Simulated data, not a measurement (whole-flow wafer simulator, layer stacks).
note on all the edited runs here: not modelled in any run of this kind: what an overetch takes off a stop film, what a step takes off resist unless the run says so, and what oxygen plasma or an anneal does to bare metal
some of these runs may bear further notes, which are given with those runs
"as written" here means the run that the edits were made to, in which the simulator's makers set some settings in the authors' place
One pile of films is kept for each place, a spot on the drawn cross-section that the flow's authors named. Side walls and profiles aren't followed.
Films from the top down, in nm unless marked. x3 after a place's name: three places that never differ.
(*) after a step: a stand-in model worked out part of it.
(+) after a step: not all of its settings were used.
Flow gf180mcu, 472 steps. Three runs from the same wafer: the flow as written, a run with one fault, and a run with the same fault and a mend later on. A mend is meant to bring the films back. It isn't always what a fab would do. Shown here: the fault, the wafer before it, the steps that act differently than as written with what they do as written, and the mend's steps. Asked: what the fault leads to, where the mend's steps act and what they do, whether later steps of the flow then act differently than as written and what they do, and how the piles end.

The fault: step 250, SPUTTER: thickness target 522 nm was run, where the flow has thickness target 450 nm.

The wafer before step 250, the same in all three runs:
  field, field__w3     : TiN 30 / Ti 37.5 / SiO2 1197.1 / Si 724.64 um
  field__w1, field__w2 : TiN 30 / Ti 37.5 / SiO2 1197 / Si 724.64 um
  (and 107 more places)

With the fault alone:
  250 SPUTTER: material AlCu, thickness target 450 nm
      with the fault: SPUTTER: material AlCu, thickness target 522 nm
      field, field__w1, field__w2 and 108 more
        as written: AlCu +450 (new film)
        with the fault: AlCu +522 (new film)
  Later steps of the flow that act differently than as written:
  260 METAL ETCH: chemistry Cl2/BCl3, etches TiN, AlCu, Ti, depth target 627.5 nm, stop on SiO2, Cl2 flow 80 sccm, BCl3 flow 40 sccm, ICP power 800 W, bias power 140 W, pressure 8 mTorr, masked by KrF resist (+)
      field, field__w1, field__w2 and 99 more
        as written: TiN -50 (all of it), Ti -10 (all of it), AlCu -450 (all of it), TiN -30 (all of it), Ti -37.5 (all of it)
        with the fault: TiN -50 (all of it), Ti -10 (all of it), AlCu -522 (all of it), TiN -30 (all of it), Ti -15.5
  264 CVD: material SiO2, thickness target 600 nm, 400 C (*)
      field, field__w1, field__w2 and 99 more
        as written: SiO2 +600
        with the fault: SiO2 +600 (new film)
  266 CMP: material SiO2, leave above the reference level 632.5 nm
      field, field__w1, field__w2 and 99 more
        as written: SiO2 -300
        with the fault: SiO2 -250
  At the end the piles differ from the flow's by more than 2% or 0.5 nm, whichever is larger, at field, field__w1, field__w2 and 109 more.
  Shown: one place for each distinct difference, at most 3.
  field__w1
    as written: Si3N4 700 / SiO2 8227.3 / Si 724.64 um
    with the fault: Si3N4 700 / SiO2 7080.2 / Ti 22 / SiO2 1197 / Si 724.64 um
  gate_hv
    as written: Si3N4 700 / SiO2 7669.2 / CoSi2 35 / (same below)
    with the fault: Si3N4 700 / SiO2 7080.2 / Ti 22 / SiO2 638.9 / CoSi2 35 / (same below)
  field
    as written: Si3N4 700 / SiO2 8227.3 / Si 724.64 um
    with the fault: Si3N4 700 / SiO2 7080.2 / Ti 22 / SiO2 1197.1 / Si 724.64 um

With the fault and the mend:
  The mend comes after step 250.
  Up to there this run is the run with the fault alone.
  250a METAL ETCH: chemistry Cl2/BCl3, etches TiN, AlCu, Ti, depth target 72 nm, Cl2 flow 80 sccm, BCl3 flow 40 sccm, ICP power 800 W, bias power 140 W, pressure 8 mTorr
      field, field__w1, field__w2 and 108 more
        AlCu -72
  No later step of the flow acts differently than as written at any place that is followed.
  At the end the piles are the same as the flow's at every place that both follow.
